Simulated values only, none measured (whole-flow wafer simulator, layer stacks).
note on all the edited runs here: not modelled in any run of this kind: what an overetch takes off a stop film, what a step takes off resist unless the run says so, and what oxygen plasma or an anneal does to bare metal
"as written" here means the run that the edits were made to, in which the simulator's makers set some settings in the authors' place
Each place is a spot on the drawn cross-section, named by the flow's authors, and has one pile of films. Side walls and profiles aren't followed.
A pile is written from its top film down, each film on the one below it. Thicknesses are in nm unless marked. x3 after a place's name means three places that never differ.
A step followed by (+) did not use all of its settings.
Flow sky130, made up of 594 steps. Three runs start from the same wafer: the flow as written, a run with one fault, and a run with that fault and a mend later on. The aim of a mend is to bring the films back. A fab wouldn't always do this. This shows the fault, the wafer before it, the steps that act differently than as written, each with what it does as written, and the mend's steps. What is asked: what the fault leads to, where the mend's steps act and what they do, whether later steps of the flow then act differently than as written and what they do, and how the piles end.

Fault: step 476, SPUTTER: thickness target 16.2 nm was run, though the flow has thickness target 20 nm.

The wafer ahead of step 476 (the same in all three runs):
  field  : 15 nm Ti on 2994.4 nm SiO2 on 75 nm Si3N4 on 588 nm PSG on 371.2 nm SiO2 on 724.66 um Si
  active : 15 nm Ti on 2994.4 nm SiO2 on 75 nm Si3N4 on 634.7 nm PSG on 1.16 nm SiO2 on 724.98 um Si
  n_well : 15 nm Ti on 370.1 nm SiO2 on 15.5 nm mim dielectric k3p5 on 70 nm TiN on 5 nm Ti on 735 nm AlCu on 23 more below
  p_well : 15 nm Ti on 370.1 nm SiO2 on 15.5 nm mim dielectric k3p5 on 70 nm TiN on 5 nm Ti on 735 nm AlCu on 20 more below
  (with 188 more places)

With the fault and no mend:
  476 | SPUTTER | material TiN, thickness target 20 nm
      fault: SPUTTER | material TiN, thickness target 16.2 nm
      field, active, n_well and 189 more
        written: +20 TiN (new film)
        fault: +16.2 TiN (new film)
  Steps further on in the flow that do not act as written (13 other steps are not shown; they differ only slightly, by no more than 2% or 0.5 nm, whichever is larger):
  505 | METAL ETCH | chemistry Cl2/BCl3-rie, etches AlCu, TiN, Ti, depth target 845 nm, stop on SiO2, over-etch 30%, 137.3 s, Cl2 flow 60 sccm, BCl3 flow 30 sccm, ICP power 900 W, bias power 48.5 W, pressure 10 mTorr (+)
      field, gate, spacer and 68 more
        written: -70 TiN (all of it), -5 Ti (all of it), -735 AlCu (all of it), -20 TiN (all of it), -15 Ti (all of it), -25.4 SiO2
        fault: -70 TiN (all of it), -5 Ti (all of it), -735 AlCu (all of it), -16.2 TiN (all of it), -15 Ti (all of it), -25.7 SiO2
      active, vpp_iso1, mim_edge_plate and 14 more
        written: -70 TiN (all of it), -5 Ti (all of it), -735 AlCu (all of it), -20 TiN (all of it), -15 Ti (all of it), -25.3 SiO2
        fault: -70 TiN (all of it), -5 Ti (all of it), -735 AlCu (all of it), -16.2 TiN (all of it), -15 Ti (all of it), -25.7 SiO2
  At n_well, p_well, gate_hv and 102 more, the piles at the end differ from the flow's by more than 2% or 0.5 nm, whichever is larger.
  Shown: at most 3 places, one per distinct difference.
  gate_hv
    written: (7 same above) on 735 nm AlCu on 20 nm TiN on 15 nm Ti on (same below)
    fault: (7 same above) on 735 nm AlCu on 16.2 nm TiN on 15 nm Ti on (same below)
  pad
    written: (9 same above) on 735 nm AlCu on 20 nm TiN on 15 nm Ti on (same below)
    fault: (9 same above) on 735 nm AlCu on 16.2 nm TiN on 15 nm Ti on (same below)
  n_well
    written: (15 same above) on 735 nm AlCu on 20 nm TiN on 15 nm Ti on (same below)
    fault: (15 same above) on 735 nm AlCu on 16.2 nm TiN on 15 nm Ti on (same below)

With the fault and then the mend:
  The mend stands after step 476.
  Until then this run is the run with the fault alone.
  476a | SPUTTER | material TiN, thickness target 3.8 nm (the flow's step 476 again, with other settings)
      field, active, n_well and 189 more
        +3.8 TiN
  Every later step of the flow that is run acts as written at every place that is followed.
  The piles end the same as the flow's at every place that both follow.
